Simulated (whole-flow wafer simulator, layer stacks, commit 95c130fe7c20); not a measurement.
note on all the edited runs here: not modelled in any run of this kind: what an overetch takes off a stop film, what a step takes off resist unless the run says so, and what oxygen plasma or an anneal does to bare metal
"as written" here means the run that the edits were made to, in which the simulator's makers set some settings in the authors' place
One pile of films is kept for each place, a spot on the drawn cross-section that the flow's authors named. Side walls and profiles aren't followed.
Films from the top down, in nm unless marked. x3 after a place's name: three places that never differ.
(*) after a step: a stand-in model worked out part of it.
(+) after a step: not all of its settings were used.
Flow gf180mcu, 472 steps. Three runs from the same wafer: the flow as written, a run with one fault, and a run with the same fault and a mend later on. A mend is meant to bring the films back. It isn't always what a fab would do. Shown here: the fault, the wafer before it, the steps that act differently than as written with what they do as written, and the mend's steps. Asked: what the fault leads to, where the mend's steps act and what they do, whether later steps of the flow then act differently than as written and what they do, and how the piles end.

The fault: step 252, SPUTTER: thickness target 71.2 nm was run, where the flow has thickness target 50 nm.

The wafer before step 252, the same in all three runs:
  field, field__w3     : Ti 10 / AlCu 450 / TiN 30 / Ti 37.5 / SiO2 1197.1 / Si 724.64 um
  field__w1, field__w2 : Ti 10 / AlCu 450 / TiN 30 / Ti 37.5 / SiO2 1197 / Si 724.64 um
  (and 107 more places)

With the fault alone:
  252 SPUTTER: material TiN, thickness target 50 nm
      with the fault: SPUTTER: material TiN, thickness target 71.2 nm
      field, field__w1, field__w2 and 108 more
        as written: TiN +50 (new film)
        with the fault: TiN +71.2 (new film)
  Later steps of the flow that act differently than as written (3 more steps differ only slightly, by at most 2% or 0.5 nm, whichever is larger, and aren't shown):
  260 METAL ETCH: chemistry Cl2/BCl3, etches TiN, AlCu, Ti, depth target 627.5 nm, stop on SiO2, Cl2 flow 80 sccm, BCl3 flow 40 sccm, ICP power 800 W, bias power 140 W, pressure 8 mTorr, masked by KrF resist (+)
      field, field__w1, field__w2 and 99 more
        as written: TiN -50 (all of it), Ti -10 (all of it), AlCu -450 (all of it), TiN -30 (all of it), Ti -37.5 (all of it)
        with the fault: TiN -71.2 (all of it), Ti -10 (all of it), AlCu -450 (all of it), TiN -30 (all of it), Ti -37.5 (all of it)
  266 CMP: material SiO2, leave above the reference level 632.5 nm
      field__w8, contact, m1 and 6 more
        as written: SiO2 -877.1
        with the fault: SiO2 -898.3
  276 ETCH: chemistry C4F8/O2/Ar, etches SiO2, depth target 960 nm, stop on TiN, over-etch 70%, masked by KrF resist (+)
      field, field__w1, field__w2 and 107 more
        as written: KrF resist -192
        with the fault: KrF resist -187.4
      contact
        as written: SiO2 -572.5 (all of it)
        with the fault: SiO2 -551.3 (all of it)
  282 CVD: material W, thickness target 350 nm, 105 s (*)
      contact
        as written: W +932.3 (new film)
        with the fault: W +910.9 (new film)
  At the end the piles differ from the flow's by more than 2% or 0.5 nm, whichever is larger, at field__w8, contact, m1 and 6 more.
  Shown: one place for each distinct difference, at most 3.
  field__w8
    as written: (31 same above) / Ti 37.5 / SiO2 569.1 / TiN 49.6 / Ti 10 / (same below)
    with the fault: (31 same above) / Ti 37.5 / SiO2 547.9 / TiN 70.8 / Ti 10 / (same below)
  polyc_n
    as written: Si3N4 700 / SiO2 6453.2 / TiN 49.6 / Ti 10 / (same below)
    with the fault: Si3N4 700 / SiO2 6432 / TiN 70.8 / Ti 10 / (same below)
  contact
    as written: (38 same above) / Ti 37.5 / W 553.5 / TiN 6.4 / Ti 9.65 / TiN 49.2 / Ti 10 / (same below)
    with the fault: (38 same above) / Ti 37.5 / W 532.1 / TiN 6.48 / Ti 9.77 / TiN 70.4 / Ti 10 / (same below)

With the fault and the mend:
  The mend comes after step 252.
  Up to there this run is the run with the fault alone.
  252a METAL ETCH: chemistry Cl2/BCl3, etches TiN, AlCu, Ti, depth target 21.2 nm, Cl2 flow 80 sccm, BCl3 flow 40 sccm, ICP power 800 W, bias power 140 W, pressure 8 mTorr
      field, field__w1, field__w2 and 108 more
        TiN -21.2
  No later step of the flow acts differently than as written at any place that is followed.
  At the end the piles are the same as the flow's at every place that both follow.
